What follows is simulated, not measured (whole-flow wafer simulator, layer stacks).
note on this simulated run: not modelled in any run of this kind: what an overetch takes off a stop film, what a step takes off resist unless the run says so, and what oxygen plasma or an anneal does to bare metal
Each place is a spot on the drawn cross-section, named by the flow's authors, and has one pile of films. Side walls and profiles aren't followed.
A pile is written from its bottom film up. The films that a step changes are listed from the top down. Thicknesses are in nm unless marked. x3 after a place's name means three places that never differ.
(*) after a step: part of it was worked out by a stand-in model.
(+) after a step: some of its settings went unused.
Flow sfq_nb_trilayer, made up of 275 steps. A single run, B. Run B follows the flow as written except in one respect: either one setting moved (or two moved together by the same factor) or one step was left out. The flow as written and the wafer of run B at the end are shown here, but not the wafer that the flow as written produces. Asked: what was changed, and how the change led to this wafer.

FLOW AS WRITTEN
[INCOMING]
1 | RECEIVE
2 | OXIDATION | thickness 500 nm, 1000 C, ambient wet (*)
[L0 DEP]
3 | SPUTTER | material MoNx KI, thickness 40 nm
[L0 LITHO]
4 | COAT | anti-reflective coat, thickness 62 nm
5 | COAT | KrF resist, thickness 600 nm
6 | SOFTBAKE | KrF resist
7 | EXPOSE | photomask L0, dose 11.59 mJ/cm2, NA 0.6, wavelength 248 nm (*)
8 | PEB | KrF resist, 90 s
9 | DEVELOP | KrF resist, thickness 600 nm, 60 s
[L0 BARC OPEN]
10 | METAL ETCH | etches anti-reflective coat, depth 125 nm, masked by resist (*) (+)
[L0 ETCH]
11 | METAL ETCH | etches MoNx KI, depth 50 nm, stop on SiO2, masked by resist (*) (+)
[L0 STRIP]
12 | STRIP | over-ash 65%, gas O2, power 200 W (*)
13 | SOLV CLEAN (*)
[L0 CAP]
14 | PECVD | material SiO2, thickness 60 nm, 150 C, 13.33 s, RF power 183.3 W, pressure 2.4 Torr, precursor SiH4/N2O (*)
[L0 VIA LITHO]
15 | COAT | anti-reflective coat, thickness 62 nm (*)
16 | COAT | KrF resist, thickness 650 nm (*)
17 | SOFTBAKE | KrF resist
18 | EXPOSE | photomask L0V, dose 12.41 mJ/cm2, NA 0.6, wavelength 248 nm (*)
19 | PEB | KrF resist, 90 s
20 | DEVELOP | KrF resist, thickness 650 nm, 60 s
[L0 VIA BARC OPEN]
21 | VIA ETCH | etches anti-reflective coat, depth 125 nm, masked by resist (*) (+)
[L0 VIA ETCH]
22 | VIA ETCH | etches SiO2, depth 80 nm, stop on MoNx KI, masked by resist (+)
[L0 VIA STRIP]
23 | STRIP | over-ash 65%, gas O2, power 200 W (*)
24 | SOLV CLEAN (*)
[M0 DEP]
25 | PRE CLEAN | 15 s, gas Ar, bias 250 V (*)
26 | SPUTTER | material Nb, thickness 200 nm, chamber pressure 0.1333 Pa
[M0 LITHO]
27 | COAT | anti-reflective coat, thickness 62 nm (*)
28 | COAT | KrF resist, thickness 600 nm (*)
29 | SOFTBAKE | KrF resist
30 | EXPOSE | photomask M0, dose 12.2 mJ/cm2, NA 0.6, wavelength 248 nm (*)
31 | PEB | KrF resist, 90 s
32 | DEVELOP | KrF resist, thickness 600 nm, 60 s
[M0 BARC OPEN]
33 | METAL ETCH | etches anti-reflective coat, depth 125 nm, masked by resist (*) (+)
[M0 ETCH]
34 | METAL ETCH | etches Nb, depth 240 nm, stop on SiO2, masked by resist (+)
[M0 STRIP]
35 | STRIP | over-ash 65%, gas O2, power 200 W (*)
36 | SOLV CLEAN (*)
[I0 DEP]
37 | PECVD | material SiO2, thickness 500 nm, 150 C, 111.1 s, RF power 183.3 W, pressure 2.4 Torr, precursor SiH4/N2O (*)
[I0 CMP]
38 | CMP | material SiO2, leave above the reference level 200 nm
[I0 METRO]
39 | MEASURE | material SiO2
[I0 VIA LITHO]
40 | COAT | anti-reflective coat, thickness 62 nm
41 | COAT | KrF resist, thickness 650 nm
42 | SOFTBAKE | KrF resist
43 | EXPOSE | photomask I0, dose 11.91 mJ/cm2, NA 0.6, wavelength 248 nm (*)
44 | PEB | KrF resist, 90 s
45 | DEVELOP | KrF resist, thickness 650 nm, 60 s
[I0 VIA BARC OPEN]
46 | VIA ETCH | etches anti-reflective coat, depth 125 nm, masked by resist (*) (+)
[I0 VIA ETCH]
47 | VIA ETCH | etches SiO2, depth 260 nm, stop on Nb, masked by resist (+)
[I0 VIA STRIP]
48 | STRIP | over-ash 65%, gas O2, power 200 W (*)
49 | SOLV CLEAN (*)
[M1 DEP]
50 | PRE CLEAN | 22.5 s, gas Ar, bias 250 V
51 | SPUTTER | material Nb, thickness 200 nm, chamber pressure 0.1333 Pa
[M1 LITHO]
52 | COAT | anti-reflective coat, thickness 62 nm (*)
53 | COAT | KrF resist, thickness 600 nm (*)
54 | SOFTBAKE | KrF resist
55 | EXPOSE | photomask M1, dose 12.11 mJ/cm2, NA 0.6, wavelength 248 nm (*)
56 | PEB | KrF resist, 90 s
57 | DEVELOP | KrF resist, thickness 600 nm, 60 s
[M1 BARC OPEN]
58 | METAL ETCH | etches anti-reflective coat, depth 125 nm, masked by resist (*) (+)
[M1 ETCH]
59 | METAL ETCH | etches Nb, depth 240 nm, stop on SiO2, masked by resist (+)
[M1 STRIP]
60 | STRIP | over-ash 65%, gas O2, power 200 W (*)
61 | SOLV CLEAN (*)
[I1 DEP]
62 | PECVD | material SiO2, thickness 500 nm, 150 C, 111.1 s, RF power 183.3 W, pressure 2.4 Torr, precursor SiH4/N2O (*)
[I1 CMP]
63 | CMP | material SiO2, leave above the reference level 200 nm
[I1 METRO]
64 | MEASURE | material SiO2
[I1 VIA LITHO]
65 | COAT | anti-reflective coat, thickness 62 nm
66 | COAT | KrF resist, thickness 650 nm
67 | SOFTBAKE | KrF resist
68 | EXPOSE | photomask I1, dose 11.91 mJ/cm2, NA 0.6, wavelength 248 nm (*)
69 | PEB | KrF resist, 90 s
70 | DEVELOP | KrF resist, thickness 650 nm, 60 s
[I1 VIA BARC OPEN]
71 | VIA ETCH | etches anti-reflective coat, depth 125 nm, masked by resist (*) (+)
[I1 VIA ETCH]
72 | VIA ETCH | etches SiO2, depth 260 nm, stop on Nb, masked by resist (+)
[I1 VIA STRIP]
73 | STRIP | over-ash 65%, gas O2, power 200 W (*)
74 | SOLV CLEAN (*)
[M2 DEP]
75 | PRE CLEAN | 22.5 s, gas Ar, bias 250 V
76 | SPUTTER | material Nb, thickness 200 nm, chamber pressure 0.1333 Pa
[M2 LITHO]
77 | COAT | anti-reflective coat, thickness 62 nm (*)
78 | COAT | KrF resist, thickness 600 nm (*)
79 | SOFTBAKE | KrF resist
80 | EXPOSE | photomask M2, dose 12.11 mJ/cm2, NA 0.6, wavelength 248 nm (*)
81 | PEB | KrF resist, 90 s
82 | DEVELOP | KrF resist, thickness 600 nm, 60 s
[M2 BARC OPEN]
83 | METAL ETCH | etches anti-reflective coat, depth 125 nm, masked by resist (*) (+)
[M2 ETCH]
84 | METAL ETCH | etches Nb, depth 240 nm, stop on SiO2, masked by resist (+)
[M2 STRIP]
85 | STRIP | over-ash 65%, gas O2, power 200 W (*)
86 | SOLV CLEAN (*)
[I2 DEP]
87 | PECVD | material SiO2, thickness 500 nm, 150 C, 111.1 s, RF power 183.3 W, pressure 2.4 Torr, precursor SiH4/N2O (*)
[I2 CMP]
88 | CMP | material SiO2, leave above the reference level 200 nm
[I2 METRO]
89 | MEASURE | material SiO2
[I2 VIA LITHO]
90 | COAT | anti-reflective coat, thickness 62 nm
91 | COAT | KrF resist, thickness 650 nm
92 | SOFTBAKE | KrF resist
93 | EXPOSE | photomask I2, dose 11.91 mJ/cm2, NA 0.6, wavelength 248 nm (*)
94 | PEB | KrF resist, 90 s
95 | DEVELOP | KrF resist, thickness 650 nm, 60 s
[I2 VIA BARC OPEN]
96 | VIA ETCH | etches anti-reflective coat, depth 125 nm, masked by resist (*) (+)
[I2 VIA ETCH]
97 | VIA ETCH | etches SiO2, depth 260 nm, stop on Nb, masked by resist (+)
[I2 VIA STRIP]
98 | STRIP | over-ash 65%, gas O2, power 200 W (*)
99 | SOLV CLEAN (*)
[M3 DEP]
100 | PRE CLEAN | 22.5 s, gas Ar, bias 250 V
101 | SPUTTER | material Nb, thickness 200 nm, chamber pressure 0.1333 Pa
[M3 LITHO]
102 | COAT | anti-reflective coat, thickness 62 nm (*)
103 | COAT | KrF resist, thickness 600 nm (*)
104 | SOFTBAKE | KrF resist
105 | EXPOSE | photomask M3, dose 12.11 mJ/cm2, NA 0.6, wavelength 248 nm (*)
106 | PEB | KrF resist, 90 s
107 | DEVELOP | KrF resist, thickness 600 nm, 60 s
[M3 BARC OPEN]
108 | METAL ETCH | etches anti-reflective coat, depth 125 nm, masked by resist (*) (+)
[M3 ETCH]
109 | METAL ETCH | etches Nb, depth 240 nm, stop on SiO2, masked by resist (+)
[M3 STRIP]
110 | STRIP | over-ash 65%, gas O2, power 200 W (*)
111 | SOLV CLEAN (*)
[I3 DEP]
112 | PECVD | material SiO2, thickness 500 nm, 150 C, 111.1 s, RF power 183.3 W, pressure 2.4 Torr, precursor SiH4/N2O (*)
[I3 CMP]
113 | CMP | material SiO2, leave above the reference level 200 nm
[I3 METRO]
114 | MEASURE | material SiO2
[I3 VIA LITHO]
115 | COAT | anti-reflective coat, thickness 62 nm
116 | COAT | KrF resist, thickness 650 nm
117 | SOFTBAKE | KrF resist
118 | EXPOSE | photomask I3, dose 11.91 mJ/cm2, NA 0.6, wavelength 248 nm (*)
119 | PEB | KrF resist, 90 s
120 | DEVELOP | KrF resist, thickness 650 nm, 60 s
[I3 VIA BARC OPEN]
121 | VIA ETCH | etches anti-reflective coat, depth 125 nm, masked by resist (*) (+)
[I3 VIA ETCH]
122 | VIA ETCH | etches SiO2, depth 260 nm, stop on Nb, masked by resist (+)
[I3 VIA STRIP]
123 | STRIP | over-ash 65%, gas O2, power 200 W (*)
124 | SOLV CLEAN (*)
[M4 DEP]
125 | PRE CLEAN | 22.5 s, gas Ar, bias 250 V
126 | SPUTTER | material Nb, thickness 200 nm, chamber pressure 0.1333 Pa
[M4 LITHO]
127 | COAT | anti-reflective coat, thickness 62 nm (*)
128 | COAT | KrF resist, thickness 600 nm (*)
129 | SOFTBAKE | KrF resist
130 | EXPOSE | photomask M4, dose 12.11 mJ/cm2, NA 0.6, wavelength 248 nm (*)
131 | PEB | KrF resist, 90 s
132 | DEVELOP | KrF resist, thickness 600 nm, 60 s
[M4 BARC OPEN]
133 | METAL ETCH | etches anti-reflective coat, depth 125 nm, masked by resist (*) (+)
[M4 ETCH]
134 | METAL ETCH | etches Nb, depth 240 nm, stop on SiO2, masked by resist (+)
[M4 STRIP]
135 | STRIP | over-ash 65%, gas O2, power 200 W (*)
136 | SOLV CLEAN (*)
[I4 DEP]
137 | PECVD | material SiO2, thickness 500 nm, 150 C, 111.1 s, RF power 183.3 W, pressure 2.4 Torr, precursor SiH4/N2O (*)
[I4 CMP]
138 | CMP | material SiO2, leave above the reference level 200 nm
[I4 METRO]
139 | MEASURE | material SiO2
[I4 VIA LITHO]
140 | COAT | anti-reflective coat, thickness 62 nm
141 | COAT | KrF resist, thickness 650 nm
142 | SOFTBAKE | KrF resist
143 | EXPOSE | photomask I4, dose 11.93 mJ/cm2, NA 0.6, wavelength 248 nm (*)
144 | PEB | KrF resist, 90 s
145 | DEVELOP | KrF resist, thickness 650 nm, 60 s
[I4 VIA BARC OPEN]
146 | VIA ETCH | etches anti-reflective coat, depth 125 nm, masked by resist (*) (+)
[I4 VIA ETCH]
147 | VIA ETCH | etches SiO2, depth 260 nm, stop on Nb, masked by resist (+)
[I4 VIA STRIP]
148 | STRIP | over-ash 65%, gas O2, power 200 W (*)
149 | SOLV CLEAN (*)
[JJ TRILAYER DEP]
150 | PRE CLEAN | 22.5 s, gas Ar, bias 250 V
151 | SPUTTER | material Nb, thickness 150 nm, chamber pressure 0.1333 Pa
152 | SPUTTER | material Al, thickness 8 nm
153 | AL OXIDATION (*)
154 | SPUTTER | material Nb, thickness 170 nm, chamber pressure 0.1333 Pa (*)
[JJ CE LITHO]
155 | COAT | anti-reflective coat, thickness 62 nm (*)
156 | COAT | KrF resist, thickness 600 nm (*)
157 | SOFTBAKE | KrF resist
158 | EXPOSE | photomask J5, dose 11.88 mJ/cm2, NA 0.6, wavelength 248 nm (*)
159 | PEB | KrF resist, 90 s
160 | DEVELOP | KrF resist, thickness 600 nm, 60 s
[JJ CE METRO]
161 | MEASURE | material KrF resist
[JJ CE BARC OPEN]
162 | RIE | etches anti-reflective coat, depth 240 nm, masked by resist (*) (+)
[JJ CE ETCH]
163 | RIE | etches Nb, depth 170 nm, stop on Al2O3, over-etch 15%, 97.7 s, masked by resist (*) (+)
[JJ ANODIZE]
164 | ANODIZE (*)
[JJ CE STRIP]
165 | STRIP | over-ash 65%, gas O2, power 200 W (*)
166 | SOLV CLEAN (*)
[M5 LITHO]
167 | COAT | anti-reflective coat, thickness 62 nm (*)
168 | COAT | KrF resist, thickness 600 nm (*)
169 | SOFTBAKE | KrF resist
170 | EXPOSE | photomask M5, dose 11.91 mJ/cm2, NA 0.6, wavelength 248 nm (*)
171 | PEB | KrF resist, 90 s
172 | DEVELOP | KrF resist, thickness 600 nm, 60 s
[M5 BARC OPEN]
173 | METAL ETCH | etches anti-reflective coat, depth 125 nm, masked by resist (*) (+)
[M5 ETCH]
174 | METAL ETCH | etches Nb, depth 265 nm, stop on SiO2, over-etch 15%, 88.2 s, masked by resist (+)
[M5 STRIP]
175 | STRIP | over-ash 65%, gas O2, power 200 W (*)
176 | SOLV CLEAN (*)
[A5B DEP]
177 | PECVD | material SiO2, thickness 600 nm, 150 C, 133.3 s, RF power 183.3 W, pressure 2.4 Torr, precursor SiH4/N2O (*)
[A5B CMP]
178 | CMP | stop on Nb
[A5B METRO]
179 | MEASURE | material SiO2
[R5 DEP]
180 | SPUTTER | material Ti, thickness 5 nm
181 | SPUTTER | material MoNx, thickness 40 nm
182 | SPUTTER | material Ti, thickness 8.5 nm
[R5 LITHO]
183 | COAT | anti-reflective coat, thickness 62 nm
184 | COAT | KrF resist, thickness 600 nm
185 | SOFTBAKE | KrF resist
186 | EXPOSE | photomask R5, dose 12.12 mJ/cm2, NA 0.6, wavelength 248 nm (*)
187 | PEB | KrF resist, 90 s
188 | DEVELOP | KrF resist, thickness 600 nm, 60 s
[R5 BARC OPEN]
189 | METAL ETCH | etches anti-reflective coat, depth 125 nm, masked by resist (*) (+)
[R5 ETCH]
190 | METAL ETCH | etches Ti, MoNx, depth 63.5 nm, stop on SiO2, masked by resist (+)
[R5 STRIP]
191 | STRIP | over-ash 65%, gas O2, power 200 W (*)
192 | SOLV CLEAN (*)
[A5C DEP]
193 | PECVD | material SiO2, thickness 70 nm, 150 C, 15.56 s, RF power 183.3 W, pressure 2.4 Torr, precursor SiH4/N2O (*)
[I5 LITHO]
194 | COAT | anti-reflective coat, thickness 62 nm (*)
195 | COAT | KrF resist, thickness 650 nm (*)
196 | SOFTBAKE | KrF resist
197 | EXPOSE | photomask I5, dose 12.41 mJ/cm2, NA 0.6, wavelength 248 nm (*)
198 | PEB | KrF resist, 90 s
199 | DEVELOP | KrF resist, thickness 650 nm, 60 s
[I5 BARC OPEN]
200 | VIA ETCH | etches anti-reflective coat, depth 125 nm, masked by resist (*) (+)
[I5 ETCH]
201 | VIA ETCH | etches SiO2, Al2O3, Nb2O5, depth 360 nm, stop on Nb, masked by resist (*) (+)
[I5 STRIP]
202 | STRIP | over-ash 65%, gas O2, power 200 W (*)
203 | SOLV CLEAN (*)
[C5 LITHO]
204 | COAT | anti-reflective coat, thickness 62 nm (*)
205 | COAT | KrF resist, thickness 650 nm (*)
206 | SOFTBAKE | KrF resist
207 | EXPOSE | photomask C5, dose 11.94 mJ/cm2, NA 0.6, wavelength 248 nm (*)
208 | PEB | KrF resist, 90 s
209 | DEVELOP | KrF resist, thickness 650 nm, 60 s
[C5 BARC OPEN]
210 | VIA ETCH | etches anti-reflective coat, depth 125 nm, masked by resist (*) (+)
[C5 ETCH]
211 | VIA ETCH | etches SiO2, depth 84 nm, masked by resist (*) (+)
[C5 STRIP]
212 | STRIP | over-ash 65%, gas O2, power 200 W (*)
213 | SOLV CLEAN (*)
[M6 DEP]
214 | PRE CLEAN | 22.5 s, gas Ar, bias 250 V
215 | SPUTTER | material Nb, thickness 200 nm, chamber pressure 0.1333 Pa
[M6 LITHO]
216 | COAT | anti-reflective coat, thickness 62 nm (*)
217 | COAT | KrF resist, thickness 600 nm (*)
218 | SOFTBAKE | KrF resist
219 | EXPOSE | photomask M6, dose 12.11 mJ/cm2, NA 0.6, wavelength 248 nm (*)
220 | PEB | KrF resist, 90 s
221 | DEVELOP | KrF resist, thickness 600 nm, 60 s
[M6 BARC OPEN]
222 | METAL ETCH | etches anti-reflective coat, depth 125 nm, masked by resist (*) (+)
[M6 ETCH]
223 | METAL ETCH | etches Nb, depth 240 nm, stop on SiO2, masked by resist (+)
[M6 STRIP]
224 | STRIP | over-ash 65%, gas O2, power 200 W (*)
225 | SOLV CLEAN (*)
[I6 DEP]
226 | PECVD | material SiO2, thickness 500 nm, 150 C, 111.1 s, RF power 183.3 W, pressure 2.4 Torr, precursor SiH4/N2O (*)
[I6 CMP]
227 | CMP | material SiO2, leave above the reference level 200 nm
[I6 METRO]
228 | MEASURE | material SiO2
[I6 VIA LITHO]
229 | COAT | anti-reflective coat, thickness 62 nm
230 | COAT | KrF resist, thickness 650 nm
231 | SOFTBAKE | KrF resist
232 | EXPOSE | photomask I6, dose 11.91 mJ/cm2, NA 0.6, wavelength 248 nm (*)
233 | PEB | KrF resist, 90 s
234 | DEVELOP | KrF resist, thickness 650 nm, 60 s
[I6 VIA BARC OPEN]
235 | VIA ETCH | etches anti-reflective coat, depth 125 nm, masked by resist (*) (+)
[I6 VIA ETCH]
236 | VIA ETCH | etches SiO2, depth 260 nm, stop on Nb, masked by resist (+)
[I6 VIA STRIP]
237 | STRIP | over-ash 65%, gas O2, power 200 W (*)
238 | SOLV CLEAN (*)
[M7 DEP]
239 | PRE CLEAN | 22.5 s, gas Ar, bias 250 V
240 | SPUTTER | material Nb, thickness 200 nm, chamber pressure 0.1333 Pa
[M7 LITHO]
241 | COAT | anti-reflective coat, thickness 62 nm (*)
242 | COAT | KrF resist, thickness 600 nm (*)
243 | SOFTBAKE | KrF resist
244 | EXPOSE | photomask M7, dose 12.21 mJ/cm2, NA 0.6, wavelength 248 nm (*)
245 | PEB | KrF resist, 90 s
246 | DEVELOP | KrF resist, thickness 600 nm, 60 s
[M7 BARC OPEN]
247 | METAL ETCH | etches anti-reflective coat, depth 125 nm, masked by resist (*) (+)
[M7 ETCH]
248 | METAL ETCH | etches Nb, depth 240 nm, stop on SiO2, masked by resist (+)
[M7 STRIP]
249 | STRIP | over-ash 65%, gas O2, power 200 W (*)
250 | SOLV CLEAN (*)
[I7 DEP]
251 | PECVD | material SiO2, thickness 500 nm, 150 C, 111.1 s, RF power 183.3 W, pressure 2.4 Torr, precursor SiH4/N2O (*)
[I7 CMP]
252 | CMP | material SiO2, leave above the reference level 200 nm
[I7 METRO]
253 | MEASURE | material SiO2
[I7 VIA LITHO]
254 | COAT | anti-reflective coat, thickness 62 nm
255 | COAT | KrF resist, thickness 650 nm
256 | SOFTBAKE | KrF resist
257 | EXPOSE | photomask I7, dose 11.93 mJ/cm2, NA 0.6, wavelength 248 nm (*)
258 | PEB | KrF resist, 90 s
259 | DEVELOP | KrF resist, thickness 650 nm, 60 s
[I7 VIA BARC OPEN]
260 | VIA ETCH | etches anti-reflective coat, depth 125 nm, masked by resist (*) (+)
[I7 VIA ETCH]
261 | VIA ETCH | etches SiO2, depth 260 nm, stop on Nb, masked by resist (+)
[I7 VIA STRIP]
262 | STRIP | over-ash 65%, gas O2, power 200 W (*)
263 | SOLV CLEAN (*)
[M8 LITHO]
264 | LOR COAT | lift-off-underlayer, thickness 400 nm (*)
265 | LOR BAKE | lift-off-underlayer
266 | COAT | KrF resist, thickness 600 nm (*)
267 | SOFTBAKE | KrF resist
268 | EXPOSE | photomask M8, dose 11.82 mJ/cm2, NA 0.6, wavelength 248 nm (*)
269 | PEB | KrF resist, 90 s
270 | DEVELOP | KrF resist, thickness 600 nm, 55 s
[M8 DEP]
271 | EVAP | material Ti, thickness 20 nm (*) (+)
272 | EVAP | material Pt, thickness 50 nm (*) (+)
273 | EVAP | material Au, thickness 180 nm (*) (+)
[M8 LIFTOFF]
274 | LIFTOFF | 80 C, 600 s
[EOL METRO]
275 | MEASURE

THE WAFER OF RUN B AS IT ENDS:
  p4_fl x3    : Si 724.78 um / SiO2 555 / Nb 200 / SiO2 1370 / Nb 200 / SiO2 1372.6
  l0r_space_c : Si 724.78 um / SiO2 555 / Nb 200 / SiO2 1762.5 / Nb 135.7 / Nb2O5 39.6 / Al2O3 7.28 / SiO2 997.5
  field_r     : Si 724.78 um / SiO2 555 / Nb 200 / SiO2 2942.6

What caused this: step 152, SPUTTER: thickness 4.72 nm was run, whereas the flow has thickness 8 nm.

Step by step, how the change led to this:
  152 | SPUTTER | material Al, thickness 8 nm
      field_l, v_sur, via_sp and 100 more: Al gains 4.72 (new film) (in the flow as written it would be: Al gains 8 (new film))
      via_wl, via_wr: Al gains 3.03 (new film) (in the flow as written it would be: Al gains 5.14 (new film))
      (and at 1 other place as well)
  164 | ANODIZE (*)
      field_l, v_sur, via_sp and 96 more: Al2O3 gains 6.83, Nb2O5 gains 39.6 (new film), Al loses 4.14 (all of it), Nb loses 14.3 (in the flow as written it would be: Al2O3 gains 12.2, Nb2O5 gains 29.9 (new film), Al loses 7.42 (all of it), Nb loses 10.8)
      via_wl, via_wr: Al2O3 gains 4.05 (new film), Nb2O5 gains 45.4 (new film), Al loses 2.45 (all of it), Nb loses 16.3 (in the flow as written it would be: Al2O3 gains 7.52 (new film), Nb2O5 gains 39.2 (new film), Al loses 4.56 (all of it), Nb loses 14.1)
      (and at 1 other place as well)
  174 | METAL ETCH | etches Nb, depth 265 nm, stop on SiO2, over-etch 15%, 88.2 s, masked by resist (+)
      r_sur, res, r_end and 48 more: Al2O3 loses 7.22 (all of it), Nb2O5 loses 39.6 (all of it), Nb loses 135.7 (all of it), SiO2 loses 12.2 (in the flow as written it would be: Al2O3 loses 12.6 (all of it), Nb2O5 loses 29.9 (all of it), Nb loses 139.2 (all of it), SiO2 loses 12.3)
      field_l, wl_a_sl: Al2O3 loses 7.21 (all of it), Nb2O5 loses 39.6 (all of it), Nb loses 135.7 (all of it), SiO2 loses 12.2 (in the flow as written it would be: Al2O3 loses 12.6 (all of it), Nb2O5 loses 29.9 (all of it), Nb loses 139.2 (all of it), SiO2 loses 12.3)
  201 | VIA ETCH | etches SiO2, Al2O3, Nb2O5, depth 360 nm, stop on Nb, masked by resist (*) (+)
      be: SiO2 loses 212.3 (all of it), Al2O3 loses 7.28 (all of it), Nb2O5 loses 39.6 (all of it) (in the flow as written it would be: SiO2 loses 216.4 (all of it), Al2O3 loses 12.7 (all of it), Nb2O5 loses 29.9 (all of it))
